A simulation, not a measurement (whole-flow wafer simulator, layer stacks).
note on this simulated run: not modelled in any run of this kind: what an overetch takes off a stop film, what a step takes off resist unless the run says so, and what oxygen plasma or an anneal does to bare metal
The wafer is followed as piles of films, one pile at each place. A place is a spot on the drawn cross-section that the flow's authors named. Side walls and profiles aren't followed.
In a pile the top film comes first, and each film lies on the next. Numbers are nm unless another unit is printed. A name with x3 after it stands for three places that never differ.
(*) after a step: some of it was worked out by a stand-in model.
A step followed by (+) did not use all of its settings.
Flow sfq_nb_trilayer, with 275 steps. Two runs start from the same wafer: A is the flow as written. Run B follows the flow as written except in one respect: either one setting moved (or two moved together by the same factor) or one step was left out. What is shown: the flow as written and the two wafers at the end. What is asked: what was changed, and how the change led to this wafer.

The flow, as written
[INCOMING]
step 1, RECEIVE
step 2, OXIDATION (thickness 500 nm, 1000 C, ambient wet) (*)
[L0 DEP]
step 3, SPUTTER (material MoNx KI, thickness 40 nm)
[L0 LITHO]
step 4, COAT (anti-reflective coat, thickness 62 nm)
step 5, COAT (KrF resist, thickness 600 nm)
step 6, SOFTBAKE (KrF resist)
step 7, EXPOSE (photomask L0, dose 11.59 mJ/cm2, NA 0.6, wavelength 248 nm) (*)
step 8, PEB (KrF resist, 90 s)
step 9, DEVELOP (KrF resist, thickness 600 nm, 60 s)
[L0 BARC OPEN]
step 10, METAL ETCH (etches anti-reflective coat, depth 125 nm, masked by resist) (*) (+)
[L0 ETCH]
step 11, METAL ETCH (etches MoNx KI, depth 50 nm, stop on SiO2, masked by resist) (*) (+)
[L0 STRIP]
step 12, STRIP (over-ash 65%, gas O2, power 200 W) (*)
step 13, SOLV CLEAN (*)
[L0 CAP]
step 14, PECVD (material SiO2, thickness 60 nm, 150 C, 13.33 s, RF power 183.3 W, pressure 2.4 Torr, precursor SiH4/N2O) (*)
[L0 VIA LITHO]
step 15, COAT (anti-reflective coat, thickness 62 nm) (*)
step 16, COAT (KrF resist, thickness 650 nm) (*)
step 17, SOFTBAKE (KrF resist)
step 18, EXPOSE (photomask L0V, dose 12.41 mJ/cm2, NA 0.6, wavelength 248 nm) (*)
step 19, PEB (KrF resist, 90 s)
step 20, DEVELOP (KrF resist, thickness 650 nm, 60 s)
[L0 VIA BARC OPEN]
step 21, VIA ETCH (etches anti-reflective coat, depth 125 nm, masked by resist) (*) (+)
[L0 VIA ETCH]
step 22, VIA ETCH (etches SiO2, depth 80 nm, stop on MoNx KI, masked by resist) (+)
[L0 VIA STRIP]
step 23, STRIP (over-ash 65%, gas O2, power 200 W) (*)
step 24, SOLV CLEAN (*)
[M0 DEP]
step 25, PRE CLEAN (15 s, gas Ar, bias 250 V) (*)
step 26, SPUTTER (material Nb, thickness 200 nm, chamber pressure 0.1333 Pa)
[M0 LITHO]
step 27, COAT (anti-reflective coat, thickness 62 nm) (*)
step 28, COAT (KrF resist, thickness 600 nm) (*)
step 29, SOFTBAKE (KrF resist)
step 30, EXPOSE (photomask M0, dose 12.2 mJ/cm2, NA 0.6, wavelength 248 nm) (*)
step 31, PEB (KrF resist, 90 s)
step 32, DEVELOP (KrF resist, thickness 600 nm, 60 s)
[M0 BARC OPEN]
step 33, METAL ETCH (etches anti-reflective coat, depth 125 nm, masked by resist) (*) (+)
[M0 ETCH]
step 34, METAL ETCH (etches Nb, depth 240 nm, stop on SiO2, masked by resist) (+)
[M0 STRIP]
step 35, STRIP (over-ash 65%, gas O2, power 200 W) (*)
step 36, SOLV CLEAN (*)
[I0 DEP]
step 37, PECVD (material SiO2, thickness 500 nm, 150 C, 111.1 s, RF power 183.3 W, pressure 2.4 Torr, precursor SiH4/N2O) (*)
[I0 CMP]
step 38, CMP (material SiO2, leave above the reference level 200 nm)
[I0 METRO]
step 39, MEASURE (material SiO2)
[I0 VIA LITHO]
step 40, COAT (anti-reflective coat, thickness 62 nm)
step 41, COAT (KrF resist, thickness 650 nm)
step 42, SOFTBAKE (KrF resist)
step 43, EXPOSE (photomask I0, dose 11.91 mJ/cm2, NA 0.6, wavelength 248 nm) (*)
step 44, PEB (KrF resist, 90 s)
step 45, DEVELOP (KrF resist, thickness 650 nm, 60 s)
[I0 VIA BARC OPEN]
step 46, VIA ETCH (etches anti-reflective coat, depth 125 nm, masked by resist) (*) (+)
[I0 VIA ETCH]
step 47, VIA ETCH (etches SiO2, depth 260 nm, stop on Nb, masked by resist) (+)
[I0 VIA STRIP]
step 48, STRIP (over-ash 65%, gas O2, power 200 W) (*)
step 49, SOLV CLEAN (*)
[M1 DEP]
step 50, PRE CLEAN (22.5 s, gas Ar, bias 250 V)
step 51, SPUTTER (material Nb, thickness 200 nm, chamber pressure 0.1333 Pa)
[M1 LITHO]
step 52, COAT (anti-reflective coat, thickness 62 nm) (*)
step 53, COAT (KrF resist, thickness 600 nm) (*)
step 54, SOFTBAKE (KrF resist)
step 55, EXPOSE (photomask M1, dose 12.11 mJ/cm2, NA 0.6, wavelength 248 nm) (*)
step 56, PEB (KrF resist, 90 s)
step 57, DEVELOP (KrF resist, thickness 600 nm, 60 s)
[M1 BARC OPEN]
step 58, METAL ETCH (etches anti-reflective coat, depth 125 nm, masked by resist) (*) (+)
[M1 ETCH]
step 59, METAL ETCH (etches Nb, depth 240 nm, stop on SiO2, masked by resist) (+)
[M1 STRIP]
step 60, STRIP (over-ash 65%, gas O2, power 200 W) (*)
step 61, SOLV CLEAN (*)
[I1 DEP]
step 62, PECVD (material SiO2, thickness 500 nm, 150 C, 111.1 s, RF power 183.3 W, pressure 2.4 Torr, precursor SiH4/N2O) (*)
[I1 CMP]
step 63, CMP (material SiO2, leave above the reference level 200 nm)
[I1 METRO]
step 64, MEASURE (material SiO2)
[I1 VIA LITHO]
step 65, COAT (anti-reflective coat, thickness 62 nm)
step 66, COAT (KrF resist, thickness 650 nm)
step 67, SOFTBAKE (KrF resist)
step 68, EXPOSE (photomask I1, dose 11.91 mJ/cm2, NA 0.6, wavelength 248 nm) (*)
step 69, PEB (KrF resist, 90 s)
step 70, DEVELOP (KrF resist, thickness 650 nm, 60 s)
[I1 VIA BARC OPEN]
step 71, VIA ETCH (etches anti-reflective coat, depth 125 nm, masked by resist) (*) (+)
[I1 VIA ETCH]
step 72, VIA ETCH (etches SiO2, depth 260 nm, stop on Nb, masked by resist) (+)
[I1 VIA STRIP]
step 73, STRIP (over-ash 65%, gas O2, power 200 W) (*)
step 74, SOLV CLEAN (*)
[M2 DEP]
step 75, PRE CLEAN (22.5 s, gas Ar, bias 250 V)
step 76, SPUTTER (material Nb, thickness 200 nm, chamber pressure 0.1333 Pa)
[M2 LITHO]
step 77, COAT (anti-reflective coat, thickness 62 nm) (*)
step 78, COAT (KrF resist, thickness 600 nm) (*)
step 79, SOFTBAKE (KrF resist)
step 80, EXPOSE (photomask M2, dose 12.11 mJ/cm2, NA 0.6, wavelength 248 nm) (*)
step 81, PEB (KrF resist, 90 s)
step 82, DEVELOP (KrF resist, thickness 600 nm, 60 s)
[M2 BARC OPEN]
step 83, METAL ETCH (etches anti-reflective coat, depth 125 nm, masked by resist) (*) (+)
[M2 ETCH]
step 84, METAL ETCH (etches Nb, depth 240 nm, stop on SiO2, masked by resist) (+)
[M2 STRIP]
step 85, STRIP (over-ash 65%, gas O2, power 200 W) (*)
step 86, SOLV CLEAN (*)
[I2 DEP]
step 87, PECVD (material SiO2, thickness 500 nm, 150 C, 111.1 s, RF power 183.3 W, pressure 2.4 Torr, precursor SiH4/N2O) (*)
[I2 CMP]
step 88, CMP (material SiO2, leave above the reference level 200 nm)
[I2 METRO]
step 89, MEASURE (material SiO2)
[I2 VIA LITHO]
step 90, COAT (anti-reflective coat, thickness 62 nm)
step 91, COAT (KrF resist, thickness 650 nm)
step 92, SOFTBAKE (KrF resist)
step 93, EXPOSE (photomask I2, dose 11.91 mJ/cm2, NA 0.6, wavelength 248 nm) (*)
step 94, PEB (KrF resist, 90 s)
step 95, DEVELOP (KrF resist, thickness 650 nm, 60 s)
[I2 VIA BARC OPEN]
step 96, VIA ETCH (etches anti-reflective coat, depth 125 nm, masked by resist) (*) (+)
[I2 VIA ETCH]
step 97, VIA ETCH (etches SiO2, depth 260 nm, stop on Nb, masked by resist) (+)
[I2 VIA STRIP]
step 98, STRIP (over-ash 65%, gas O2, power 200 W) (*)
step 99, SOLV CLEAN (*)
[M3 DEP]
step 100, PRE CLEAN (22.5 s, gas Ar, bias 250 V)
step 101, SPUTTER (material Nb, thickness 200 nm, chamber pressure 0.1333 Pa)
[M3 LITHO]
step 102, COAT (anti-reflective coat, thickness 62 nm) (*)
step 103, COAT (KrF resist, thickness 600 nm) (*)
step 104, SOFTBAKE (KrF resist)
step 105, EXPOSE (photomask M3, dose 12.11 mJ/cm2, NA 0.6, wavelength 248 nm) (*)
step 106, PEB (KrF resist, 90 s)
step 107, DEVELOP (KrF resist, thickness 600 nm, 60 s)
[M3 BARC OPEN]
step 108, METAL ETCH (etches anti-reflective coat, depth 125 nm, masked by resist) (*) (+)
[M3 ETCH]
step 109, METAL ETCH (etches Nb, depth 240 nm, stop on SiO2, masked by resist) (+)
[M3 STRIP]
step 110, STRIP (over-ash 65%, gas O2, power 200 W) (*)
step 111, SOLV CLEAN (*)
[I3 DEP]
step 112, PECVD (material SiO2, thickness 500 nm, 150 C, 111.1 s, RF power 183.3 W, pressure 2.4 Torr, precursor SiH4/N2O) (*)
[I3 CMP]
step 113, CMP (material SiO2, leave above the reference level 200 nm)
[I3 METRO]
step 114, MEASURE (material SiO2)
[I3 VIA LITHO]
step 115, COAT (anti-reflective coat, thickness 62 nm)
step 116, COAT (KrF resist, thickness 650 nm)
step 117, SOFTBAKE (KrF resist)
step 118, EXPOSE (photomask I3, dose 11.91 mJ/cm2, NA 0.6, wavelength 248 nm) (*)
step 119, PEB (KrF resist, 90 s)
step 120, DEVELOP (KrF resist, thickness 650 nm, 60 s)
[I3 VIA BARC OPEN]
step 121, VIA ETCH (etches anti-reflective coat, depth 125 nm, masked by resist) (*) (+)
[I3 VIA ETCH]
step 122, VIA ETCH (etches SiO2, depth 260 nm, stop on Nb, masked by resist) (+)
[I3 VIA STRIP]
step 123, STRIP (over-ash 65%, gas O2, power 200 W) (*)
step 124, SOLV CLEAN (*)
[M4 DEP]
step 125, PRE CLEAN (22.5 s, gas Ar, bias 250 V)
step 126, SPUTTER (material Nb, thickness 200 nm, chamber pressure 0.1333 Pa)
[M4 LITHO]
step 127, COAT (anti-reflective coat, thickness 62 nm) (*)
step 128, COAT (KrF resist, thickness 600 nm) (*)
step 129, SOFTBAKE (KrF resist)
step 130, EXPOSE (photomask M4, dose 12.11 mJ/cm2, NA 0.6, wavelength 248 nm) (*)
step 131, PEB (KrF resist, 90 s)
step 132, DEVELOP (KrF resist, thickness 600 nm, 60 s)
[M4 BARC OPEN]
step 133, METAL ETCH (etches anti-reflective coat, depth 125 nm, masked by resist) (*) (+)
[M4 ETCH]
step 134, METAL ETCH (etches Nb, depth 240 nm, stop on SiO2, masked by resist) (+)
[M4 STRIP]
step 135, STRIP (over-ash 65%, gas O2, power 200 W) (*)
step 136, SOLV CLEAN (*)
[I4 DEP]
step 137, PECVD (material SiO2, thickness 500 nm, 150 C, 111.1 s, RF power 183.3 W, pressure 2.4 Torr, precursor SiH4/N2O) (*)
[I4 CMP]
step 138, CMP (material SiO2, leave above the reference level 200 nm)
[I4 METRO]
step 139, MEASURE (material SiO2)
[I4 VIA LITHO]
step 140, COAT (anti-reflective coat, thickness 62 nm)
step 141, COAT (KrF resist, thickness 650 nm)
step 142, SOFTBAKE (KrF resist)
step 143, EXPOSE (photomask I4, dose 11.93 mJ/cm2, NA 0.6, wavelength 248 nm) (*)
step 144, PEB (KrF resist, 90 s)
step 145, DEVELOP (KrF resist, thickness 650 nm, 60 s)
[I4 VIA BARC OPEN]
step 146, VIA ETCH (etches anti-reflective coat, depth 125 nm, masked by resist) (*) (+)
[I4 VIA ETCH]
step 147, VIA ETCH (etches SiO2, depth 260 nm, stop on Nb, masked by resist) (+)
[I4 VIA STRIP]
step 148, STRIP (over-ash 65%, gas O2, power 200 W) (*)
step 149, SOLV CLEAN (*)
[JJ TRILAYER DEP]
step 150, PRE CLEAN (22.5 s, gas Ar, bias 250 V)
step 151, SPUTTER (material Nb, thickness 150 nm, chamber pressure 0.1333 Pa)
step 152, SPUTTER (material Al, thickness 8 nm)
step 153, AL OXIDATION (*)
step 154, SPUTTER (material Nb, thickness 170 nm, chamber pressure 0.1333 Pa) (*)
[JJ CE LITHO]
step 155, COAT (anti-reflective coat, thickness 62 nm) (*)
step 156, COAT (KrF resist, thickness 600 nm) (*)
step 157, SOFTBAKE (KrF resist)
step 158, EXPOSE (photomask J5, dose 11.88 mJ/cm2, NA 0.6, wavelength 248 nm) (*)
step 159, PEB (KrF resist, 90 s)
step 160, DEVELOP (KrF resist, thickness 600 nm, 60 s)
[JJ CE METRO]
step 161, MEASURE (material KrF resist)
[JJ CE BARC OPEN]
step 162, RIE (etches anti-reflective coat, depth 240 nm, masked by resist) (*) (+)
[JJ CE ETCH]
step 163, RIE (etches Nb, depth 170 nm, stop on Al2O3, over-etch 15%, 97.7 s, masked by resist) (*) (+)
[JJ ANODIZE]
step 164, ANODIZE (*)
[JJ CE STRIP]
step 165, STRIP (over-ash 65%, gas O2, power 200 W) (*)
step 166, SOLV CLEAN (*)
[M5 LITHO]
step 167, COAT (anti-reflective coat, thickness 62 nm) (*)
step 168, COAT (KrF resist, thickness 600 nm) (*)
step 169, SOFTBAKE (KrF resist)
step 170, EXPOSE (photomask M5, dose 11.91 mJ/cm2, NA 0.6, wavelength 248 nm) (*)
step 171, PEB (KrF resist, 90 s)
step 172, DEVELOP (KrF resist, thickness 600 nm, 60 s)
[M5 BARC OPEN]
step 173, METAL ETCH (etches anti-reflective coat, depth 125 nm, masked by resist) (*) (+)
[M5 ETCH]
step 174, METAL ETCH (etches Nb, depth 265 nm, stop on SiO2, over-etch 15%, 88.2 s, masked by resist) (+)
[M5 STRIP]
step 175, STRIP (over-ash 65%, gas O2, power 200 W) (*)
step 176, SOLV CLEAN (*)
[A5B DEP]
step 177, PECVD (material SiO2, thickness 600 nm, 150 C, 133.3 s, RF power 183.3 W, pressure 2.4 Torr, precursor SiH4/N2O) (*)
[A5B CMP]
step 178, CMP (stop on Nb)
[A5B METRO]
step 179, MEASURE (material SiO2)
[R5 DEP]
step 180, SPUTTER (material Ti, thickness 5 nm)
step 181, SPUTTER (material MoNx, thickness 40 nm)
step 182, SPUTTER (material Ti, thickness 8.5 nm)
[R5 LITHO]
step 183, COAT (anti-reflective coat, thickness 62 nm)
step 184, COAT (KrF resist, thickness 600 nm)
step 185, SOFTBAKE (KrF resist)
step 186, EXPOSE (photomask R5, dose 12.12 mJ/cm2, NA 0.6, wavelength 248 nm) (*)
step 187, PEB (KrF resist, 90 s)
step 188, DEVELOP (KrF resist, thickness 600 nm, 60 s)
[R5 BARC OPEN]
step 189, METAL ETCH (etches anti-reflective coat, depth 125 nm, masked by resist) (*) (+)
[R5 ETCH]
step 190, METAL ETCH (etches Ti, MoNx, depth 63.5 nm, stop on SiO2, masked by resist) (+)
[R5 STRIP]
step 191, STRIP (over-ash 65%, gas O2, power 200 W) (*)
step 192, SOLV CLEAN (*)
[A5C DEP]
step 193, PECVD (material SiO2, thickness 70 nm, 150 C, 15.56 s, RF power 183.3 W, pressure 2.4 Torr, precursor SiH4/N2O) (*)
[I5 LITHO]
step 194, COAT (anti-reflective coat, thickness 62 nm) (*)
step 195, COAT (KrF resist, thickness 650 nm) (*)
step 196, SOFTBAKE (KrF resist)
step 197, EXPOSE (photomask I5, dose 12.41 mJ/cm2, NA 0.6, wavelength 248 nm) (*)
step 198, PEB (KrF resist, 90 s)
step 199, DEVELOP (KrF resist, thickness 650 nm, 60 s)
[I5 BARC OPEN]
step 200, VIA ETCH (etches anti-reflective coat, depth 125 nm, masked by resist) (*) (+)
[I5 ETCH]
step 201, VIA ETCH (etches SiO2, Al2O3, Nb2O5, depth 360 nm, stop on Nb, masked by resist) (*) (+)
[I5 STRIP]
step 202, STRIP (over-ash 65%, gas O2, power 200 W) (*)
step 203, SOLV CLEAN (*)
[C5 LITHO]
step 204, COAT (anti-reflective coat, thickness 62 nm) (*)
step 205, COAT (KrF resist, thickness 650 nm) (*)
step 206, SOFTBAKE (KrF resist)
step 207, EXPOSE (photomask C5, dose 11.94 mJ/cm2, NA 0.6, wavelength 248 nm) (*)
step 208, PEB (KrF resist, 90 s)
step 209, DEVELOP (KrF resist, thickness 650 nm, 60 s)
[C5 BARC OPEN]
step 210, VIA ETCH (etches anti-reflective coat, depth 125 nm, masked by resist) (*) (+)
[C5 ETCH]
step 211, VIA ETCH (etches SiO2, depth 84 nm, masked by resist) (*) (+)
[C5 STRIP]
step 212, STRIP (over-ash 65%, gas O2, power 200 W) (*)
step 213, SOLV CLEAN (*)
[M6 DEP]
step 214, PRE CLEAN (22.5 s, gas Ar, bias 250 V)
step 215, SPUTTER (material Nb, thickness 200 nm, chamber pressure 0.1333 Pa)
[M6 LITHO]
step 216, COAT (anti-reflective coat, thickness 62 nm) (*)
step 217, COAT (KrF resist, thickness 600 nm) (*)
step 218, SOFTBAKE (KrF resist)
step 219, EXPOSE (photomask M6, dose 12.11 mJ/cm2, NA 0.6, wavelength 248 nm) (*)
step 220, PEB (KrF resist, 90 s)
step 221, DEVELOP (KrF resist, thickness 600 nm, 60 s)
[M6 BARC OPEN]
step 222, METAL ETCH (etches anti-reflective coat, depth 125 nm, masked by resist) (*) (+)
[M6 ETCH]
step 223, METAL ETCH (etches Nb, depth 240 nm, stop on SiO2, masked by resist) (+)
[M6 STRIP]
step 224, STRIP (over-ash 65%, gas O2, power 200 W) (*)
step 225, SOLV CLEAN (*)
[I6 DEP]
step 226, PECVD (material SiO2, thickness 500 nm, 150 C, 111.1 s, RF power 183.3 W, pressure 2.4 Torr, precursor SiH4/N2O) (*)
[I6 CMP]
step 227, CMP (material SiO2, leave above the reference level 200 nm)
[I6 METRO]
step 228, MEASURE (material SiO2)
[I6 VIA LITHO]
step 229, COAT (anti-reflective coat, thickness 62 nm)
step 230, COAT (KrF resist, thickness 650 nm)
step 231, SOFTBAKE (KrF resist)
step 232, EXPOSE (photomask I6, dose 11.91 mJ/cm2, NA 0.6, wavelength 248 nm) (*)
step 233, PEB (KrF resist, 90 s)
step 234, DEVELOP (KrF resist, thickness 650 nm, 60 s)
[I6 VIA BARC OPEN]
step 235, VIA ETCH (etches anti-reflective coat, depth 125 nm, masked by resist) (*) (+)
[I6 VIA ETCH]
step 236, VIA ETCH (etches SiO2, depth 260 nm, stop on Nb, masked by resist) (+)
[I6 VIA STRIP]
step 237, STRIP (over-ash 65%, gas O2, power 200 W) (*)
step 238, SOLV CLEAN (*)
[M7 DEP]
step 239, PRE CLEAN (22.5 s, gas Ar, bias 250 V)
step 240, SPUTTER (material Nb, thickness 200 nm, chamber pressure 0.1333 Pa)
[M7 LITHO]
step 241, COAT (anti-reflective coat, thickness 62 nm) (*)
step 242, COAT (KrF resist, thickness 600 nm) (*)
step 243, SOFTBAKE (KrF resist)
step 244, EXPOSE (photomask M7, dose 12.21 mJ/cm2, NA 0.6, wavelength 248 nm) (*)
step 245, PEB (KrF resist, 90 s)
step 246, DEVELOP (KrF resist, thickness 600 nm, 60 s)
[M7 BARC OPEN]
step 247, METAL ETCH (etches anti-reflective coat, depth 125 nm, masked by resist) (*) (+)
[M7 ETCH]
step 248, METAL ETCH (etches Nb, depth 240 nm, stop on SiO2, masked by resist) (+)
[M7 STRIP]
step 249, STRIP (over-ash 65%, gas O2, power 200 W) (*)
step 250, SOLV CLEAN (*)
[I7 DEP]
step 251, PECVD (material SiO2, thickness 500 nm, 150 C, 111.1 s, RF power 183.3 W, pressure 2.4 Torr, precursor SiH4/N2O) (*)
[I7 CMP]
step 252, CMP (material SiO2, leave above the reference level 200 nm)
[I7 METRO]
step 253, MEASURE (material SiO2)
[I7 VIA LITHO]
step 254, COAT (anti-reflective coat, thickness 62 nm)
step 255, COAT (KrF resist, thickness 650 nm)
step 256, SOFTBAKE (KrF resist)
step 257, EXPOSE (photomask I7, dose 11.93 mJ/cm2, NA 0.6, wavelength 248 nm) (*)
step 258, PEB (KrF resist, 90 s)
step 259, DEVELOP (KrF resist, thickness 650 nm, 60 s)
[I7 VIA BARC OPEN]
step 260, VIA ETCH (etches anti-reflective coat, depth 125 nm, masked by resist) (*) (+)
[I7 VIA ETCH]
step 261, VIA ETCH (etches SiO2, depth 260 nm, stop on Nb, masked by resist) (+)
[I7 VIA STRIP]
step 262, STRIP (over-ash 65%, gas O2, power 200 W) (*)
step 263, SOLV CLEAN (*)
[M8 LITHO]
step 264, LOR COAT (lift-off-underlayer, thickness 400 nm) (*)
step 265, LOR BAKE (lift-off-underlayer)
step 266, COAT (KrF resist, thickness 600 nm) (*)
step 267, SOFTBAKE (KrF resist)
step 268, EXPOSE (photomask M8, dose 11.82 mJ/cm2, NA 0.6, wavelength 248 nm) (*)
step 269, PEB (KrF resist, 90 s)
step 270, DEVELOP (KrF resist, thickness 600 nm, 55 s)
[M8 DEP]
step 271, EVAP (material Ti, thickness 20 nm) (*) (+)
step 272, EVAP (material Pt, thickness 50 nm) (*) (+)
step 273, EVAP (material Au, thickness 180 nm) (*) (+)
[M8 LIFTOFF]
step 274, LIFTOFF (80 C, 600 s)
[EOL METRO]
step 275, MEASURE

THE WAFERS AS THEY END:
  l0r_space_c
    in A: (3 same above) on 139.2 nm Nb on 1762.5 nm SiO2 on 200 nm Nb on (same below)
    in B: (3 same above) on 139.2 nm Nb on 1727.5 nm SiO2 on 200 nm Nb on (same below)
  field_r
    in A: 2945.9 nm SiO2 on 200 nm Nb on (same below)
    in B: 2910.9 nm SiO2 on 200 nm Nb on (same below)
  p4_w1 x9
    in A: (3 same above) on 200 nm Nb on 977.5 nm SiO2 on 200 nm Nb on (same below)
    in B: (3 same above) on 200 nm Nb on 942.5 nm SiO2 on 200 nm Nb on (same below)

The reason: step 38, CMP: leave above the reference level 165 nm was run, whereas the flow has leave above the reference level 200 nm.

The path from the change to this, step by step:
  step 38, CMP (material SiO2, leave above the reference level 200 nm)
      v_sur, via_wl, via_w and 94 more: A -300 SiO2 | B -335 SiO2
      field_l, l0_sur, l0r_line_l, l0r_line_c, l0r_line_r: A -340 SiO2 | B -375 SiO2
      (and at 4 other places as well)
  step 47, VIA ETCH (etches SiO2, depth 260 nm, stop on Nb, masked by resist) (+)
      field_l, v_sur, via_wl and 102 more: A -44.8 KrF resist | B -42.6 KrF resist
      via_w: A -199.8 SiO2 (all of it) | B -164.8 SiO2 (all of it)
  step 51, SPUTTER (material Nb, thickness 200 nm, chamber pressure 0.1333 Pa)
      via_w: A +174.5 Nb | B +181.7 Nb
  step 52, COAT (anti-reflective coat, thickness 62 nm) (*)
      via_w: A +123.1 anti-reflective coat (new film) | B +114 anti-reflective coat (new film)
  step 53, COAT (KrF resist, thickness 600 nm) (*)
      via_w: A +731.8 KrF resist (new film) | B +703.8 KrF resist (new film)
  step 60, STRIP (over-ash 65%, gas O2, power 200 W) (*)
      via_w: A -513.8 KrF resist (all of it), -123.1 anti-reflective coat (all of it) | B -485.9 KrF resist (all of it), -114 anti-reflective coat (all of it)
  step 62, PECVD (material SiO2, thickness 500 nm, 150 C, 111.1 s, RF power 183.3 W, pressure 2.4 Torr, precursor SiH4/N2O) (*)
      via_w: A +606 SiO2 (new film) | B +539.3 SiO2 (new film)
  step 63, CMP (material SiO2, leave above the reference level 200 nm)
      via_w: A -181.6 SiO2 | B -157.1 SiO2
